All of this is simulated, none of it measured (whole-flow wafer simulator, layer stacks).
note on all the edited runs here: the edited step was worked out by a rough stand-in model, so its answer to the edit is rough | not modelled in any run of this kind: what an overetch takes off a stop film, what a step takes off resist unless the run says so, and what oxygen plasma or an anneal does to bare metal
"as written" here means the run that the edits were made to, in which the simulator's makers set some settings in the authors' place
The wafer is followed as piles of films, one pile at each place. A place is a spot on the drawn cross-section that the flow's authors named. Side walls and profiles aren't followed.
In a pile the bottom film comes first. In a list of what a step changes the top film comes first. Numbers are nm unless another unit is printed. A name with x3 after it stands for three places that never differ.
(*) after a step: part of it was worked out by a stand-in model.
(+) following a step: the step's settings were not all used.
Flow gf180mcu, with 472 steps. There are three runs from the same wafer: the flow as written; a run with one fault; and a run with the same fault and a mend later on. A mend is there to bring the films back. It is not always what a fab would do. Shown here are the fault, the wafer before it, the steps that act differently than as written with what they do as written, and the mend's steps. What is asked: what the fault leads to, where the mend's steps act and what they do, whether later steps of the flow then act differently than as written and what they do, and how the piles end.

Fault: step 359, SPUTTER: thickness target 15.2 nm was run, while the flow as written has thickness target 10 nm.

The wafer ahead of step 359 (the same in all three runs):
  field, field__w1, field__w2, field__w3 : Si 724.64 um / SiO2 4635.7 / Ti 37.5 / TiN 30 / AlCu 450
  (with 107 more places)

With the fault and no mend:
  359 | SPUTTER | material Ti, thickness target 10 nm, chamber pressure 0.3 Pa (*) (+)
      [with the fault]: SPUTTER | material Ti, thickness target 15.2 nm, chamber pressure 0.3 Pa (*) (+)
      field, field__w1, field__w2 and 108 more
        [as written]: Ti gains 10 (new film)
        [with the fault]: Ti gains 15.2 (new film)
  Steps further on in the flow that do not act as written (not shown: 5 more steps that differ only slightly, by at most 2% or 0.5 nm, whichever is larger):
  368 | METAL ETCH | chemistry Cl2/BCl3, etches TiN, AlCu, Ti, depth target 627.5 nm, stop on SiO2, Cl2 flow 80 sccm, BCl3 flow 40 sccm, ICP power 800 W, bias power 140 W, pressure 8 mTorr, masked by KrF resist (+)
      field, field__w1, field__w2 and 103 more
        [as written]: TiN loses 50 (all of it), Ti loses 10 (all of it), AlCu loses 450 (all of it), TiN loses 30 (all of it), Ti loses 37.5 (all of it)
        [with the fault]: TiN loses 50 (all of it), Ti loses 15.2 (all of it), AlCu loses 450 (all of it), TiN loses 30 (all of it), Ti loses 37.5 (all of it)
  By the end, the piles at field__w8, contact, m1, m1__w1, m1_nw depart from the flow's by more than 2% or 0.5 nm, whichever is larger.
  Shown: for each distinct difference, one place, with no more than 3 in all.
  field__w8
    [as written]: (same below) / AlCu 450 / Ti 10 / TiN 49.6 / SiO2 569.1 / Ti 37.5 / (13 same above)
    [with the fault]: (same below) / AlCu 450 / Ti 15.2 / TiN 49.6 / SiO2 563.9 / Ti 37.5 / (13 same above)
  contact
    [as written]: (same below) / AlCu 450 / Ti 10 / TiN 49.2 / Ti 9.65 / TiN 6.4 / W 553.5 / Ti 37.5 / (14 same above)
    [with the fault]: (same below) / AlCu 450 / Ti 15.2 / TiN 49.2 / Ti 9.68 / TiN 6.42 / W 548.3 / Ti 37.5 / (14 same above)

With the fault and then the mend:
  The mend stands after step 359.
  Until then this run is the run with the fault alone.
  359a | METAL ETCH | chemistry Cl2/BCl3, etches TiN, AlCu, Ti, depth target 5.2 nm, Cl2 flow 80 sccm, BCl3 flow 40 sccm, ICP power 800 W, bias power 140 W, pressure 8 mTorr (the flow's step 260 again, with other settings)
      field, field__w1, field__w2 and 108 more
        Ti loses 5.2
  Later steps of the flow that are run all act as written at every place that is followed.
  By the end, the piles equal the flow's at every place that both follow.
